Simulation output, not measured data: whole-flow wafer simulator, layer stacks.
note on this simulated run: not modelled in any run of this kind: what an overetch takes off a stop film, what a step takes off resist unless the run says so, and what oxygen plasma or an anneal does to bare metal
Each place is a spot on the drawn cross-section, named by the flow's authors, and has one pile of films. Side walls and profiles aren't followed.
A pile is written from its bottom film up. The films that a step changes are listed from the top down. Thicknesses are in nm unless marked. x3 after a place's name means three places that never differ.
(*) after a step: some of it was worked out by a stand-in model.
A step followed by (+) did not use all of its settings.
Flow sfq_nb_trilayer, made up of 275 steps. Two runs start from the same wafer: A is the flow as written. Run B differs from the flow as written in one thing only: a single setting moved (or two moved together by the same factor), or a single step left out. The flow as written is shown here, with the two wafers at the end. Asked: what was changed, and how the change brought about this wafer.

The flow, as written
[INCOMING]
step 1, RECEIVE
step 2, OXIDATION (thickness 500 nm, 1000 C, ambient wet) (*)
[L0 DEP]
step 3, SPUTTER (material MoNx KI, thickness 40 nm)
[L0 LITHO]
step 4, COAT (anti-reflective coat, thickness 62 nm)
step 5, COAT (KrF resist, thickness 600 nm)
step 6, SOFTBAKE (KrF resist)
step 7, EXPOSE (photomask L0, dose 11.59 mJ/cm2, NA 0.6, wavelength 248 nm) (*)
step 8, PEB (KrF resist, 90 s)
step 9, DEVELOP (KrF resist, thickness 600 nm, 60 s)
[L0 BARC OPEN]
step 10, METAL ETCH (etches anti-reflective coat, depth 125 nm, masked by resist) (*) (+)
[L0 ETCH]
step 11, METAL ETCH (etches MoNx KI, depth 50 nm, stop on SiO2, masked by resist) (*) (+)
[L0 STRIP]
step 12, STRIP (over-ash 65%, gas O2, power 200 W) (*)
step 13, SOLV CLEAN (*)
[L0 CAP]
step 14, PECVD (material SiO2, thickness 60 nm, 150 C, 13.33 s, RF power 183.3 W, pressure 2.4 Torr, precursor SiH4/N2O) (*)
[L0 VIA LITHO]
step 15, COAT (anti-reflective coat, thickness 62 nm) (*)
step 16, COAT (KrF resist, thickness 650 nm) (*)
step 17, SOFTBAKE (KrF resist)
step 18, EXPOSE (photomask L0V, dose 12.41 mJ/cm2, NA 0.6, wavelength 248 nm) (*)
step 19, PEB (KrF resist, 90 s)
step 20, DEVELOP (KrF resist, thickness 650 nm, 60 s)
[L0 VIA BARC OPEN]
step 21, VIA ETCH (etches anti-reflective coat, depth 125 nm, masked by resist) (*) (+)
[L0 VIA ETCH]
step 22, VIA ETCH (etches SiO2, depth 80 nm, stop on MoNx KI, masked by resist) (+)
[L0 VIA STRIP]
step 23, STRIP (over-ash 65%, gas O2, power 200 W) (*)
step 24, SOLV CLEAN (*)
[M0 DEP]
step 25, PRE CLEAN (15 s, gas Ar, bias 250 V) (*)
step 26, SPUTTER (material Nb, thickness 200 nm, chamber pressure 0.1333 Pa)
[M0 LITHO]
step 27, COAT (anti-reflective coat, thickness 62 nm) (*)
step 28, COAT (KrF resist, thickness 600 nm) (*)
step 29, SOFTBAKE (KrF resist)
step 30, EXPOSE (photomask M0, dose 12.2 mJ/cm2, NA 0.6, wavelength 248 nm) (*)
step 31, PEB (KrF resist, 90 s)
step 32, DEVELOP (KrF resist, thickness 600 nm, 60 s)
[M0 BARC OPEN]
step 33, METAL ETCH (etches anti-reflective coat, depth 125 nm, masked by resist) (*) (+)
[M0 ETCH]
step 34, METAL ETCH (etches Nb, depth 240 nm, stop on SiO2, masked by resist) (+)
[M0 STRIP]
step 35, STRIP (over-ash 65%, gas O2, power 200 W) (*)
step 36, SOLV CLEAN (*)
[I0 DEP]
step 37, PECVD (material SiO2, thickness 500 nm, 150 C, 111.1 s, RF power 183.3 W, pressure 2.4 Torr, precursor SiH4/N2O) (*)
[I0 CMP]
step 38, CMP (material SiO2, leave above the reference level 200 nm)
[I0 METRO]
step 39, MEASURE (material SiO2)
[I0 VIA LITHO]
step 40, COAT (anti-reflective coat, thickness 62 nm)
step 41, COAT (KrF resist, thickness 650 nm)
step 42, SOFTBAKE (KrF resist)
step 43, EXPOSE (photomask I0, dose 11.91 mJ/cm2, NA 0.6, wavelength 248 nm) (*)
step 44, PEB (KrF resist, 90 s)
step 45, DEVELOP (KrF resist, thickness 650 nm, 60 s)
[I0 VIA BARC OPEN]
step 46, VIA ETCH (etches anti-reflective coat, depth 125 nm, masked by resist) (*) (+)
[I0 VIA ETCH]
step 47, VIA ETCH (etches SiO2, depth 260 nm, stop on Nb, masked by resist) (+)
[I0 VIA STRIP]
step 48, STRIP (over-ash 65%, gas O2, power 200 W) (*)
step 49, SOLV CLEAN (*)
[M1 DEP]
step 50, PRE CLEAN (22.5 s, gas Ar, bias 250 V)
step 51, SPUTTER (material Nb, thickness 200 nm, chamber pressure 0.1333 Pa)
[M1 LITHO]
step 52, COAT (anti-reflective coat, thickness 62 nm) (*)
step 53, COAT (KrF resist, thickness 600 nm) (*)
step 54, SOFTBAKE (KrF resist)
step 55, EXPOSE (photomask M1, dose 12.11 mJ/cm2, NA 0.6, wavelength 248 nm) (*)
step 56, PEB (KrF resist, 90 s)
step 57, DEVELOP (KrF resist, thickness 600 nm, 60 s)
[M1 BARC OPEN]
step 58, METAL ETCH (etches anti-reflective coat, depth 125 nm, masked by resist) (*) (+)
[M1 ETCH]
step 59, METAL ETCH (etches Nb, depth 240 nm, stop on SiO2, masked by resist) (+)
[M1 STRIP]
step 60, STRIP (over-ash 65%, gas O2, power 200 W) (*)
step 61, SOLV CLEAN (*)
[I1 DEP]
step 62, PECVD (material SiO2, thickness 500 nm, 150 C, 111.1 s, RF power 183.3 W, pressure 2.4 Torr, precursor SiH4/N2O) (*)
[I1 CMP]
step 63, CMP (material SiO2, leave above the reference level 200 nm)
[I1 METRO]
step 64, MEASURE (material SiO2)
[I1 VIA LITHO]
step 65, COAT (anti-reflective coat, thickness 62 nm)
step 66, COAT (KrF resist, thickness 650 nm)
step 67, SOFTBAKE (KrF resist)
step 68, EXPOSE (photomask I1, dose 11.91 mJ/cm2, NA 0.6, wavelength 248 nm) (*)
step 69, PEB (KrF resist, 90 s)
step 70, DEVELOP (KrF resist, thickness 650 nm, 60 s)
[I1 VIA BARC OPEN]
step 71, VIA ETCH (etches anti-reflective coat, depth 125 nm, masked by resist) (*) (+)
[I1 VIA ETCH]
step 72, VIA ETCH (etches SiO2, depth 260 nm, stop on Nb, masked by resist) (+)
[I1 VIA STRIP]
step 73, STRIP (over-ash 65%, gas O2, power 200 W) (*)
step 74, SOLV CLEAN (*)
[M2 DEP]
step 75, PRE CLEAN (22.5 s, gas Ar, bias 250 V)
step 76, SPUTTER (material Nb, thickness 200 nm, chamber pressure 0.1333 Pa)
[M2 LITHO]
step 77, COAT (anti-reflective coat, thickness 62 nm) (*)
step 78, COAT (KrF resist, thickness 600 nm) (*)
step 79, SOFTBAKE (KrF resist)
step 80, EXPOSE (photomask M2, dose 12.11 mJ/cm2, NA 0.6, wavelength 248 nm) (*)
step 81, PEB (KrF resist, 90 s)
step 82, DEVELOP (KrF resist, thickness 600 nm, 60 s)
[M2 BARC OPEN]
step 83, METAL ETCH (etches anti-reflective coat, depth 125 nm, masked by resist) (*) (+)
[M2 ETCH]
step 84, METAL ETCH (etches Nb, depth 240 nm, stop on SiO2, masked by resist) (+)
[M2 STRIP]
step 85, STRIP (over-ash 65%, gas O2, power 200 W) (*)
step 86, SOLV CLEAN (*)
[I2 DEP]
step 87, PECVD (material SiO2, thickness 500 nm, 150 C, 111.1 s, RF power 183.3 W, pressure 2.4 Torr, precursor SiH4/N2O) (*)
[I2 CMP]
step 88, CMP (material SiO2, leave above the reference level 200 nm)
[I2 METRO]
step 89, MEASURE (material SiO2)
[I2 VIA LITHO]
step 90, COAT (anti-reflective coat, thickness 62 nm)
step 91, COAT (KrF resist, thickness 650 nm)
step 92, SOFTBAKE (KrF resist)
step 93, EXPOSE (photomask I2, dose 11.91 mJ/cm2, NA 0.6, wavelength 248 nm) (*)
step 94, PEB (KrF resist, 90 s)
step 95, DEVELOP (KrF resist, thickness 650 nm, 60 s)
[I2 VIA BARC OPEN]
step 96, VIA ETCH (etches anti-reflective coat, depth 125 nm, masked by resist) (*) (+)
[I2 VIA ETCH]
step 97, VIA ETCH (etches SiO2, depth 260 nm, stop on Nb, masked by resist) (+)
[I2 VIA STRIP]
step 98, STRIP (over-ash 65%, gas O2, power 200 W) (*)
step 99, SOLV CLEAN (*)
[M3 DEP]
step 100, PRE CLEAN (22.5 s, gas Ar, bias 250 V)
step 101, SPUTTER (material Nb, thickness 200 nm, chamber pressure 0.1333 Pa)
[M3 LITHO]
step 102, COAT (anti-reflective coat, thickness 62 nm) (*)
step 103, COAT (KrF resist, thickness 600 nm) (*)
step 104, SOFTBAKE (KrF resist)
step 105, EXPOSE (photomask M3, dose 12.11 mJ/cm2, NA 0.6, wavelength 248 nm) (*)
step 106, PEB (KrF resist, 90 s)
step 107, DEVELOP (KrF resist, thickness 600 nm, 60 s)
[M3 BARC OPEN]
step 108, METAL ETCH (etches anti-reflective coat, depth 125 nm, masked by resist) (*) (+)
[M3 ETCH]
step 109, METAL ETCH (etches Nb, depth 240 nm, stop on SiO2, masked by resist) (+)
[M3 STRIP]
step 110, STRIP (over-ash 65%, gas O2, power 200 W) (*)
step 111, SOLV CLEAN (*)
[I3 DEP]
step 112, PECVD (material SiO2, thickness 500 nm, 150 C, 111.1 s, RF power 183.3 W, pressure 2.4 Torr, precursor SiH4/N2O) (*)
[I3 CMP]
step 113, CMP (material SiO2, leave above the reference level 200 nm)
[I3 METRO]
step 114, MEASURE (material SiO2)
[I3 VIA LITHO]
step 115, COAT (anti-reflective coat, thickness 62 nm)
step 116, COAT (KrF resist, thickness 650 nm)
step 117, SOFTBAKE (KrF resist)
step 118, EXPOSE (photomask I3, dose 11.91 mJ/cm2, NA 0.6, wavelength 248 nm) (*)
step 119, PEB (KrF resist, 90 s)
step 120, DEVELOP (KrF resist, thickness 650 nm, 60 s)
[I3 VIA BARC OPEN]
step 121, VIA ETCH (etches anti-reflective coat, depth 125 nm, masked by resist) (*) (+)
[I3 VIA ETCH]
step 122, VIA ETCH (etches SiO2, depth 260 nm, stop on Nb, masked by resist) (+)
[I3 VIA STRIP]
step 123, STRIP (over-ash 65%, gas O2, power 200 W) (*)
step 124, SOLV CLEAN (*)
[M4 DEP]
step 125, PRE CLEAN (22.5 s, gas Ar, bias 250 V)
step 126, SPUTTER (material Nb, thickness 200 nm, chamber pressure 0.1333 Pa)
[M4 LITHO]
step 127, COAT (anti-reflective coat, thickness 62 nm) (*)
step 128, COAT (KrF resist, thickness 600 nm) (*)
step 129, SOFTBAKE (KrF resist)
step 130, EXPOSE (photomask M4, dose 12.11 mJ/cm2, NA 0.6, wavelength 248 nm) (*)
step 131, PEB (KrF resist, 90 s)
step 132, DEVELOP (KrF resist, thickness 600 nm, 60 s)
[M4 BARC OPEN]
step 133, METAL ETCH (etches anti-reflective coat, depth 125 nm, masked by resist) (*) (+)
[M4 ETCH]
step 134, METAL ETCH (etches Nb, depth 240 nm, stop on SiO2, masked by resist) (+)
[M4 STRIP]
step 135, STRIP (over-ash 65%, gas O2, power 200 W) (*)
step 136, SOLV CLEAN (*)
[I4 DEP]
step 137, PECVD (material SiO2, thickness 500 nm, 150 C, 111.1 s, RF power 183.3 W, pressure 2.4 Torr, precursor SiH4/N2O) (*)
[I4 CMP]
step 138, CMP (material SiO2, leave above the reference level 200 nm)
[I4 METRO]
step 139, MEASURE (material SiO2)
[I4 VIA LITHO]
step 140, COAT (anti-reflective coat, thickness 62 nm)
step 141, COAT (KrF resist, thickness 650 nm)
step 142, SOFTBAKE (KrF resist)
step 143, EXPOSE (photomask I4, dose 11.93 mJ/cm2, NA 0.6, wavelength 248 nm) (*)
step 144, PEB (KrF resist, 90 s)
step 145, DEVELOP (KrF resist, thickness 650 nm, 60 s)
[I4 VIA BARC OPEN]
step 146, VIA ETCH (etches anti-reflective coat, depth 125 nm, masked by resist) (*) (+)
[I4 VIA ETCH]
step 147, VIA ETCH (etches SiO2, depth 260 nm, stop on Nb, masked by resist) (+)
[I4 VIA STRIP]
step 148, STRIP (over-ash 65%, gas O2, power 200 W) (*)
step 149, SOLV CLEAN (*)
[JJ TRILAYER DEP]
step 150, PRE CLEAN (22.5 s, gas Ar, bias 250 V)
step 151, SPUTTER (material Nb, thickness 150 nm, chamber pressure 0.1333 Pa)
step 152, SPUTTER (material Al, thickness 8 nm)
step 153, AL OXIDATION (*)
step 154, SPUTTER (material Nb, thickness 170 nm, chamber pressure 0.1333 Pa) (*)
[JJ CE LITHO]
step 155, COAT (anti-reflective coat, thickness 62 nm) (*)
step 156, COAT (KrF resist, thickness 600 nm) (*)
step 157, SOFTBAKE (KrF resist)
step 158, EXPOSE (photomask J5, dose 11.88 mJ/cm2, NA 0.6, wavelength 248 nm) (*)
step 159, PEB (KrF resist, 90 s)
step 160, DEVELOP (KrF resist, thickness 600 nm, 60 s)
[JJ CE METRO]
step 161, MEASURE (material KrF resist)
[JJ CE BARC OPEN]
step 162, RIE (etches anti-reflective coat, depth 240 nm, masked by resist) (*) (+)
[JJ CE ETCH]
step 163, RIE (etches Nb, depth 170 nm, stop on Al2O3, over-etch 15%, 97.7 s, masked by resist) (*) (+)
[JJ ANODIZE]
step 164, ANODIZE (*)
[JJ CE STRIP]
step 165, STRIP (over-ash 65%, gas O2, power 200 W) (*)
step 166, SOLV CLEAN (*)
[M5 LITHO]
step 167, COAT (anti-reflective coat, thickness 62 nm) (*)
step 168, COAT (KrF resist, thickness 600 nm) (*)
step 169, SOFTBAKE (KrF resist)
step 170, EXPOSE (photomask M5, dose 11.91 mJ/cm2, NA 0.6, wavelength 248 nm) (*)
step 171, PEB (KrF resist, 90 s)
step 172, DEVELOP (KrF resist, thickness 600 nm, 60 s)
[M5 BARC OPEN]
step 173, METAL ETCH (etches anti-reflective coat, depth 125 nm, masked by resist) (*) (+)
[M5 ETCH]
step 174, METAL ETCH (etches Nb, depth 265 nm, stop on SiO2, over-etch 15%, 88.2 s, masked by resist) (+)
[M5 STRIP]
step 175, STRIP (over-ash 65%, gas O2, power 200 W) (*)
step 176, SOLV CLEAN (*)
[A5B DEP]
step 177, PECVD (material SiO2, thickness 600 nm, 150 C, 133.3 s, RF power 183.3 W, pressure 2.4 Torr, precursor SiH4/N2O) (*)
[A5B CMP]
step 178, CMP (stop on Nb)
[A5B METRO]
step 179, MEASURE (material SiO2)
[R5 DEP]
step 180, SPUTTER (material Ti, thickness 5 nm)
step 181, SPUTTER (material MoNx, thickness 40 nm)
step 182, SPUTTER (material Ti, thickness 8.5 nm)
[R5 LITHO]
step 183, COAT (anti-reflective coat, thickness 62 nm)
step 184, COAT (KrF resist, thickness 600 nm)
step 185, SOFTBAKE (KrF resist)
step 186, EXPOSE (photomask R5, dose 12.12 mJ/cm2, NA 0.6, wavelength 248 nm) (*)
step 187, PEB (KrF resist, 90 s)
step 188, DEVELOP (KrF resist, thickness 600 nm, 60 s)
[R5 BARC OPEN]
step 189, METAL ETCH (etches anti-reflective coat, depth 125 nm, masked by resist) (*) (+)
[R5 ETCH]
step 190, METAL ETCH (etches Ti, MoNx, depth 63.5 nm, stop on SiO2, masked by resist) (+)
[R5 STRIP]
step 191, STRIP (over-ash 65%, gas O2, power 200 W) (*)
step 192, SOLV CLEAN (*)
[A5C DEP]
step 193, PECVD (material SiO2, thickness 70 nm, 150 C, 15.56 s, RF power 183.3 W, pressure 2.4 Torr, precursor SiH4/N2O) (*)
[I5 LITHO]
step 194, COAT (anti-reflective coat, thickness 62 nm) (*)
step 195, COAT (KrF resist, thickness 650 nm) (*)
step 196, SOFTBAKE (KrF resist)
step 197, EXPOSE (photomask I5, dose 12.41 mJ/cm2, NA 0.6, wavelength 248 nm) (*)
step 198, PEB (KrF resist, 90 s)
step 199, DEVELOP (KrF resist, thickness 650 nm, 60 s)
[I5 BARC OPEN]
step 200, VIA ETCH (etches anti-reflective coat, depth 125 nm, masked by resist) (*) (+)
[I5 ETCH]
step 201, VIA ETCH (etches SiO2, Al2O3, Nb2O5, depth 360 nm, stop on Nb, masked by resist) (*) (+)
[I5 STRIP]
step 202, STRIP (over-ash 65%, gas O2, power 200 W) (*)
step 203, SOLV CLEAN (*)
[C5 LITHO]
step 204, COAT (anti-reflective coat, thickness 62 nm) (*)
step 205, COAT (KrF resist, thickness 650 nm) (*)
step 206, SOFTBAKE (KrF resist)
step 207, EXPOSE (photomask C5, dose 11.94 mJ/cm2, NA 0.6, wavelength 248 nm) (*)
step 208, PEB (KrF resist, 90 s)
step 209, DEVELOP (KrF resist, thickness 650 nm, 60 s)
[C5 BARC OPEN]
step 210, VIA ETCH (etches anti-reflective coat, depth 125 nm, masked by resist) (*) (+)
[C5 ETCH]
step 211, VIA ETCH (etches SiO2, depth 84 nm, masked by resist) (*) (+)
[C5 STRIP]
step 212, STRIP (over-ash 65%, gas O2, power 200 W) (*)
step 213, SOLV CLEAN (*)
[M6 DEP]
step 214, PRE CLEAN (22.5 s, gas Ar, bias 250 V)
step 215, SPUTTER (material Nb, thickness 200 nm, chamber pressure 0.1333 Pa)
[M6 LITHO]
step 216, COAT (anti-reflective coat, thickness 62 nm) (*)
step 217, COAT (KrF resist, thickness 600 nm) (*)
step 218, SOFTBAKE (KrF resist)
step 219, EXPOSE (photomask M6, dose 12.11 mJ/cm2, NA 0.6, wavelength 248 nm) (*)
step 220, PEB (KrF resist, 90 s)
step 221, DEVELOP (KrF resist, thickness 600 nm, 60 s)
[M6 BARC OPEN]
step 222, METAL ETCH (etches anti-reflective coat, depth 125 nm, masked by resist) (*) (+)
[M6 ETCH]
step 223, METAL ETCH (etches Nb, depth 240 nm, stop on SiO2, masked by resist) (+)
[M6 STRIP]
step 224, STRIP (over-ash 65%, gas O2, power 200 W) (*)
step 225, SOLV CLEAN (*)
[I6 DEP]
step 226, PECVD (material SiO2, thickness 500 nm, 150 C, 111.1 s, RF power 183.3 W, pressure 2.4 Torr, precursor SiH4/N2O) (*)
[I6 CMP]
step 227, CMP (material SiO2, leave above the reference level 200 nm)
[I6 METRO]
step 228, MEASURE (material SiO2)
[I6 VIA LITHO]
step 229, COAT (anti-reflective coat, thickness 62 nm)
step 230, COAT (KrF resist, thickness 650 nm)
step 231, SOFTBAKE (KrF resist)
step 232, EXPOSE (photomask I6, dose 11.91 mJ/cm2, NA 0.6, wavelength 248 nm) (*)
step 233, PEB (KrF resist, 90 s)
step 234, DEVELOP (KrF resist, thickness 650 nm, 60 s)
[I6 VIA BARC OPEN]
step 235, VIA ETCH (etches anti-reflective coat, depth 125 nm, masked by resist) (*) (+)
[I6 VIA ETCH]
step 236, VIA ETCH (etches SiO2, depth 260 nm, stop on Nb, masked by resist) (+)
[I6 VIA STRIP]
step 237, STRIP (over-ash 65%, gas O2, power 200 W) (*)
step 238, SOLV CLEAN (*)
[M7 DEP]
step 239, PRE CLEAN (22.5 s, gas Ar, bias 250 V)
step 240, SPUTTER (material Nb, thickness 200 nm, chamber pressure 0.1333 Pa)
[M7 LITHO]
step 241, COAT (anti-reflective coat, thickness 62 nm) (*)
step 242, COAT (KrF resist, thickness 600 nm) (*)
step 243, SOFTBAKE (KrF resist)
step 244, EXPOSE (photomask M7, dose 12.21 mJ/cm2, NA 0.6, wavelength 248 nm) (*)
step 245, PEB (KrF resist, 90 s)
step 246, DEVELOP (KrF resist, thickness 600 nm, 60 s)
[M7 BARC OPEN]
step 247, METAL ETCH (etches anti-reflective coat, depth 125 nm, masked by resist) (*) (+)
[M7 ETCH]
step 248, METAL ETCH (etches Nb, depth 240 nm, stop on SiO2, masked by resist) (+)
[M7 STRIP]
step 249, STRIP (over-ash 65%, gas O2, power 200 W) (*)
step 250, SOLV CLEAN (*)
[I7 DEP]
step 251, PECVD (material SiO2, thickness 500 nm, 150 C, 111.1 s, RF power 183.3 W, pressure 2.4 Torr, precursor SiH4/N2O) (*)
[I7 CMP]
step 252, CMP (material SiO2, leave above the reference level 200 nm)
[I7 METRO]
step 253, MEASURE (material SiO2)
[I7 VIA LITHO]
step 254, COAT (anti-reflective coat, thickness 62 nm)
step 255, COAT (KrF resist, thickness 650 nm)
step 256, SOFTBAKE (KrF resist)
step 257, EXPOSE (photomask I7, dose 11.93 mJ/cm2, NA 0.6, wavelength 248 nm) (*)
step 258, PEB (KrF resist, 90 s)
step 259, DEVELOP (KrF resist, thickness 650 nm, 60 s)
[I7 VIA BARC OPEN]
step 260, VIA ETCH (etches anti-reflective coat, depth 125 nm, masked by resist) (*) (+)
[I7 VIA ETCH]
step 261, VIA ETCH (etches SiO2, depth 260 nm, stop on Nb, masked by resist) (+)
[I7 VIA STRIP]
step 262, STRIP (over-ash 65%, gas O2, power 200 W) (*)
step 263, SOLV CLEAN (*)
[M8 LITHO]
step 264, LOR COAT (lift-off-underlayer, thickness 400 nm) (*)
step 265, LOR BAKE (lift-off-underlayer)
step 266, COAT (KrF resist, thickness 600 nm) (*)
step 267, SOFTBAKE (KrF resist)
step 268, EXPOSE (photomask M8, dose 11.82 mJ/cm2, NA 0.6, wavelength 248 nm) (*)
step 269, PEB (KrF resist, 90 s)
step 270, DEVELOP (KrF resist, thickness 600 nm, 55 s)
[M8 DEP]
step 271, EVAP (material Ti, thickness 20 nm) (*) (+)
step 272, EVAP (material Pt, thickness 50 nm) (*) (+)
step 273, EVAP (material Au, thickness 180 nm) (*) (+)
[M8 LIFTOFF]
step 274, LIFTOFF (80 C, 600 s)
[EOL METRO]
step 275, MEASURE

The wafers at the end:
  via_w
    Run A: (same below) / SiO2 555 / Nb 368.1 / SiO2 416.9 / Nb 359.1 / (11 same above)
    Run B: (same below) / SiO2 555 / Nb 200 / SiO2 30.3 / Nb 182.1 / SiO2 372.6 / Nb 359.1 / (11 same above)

Cause: step 47, VIA ETCH: depth 162 nm was run, though the flow has depth 260 nm.

The path from the change to this, step by step:
  step 47, VIA ETCH (etches SiO2, depth 260 nm, stop on Nb, masked by resist) (+)
      via_w: A SiO2 loses 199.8 (all of it) | B SiO2 loses 162
      field_l, v_sur, via_wl and 102 more: A KrF resist loses 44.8 | B KrF resist loses 27.9
  step 48, STRIP (over-ash 65%, gas O2, power 200 W) (*)
      field_l, v_sur, via_wl and 102 more: A KrF resist loses 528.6 (all of it), anti-reflective coat loses 62 (all of it) | B KrF resist loses 545.5 (all of it), anti-reflective coat loses 62 (all of it)
  step 50, PRE CLEAN (22.5 s, gas Ar, bias 250 V)
      via_w: A Nb loses 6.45 | B SiO2 loses 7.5
  step 51, SPUTTER (material Nb, thickness 200 nm, chamber pressure 0.1333 Pa)
      via_w: A Nb gains 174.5 | B Nb gains 182.1 (new film)
  step 52, COAT (anti-reflective coat, thickness 62 nm) (*)
      via_w: A anti-reflective coat gains 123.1 (new film) | B anti-reflective coat gains 113.7 (new film)
      via_wr: A anti-reflective coat gains 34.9 (new film) | B anti-reflective coat gains 33.7 (new film)
  step 53, COAT (KrF resist, thickness 600 nm) (*)
      via_w: A KrF resist gains 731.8 (new film) | B KrF resist gains 702.2 (new film)
  step 60, STRIP (over-ash 65%, gas O2, power 200 W) (*)
      via_w: A KrF resist loses 513.8 (all of it), anti-reflective coat loses 123.1 (all of it) | B KrF resist loses 484.4 (all of it), anti-reflective coat loses 113.7 (all of it)
      via_wr: A KrF resist loses 384.4 (all of it), anti-reflective coat loses 34.9 (all of it) | B KrF resist loses 389.7 (all of it), anti-reflective coat loses 33.7 (all of it)
  step 62, PECVD (material SiO2, thickness 500 nm, 150 C, 111.1 s, RF power 183.3 W, pressure 2.4 Torr, precursor SiH4/N2O) (*)
      via_w: A SiO2 gains 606 (new film) | B SiO2 gains 537.2 (new film)
  step 63, CMP (material SiO2, leave above the reference level 200 nm)
      via_w: A SiO2 loses 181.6 | B SiO2 loses 157.1
If metal films that touch count as one body, via_w has 6 bodies (between them, from the top down: SiO2 192.5; SiO2 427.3 / Al2O3 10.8 / Nb2O5 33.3; SiO2 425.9; SiO2 372.6; SiO2 30.3); the flow as written gives 5 bodies (between them, from the top down: SiO2 192.5; SiO2 427.3 / Al2O3 10.8 / Nb2O5 33.3; SiO2 425.9; SiO2 416.9).
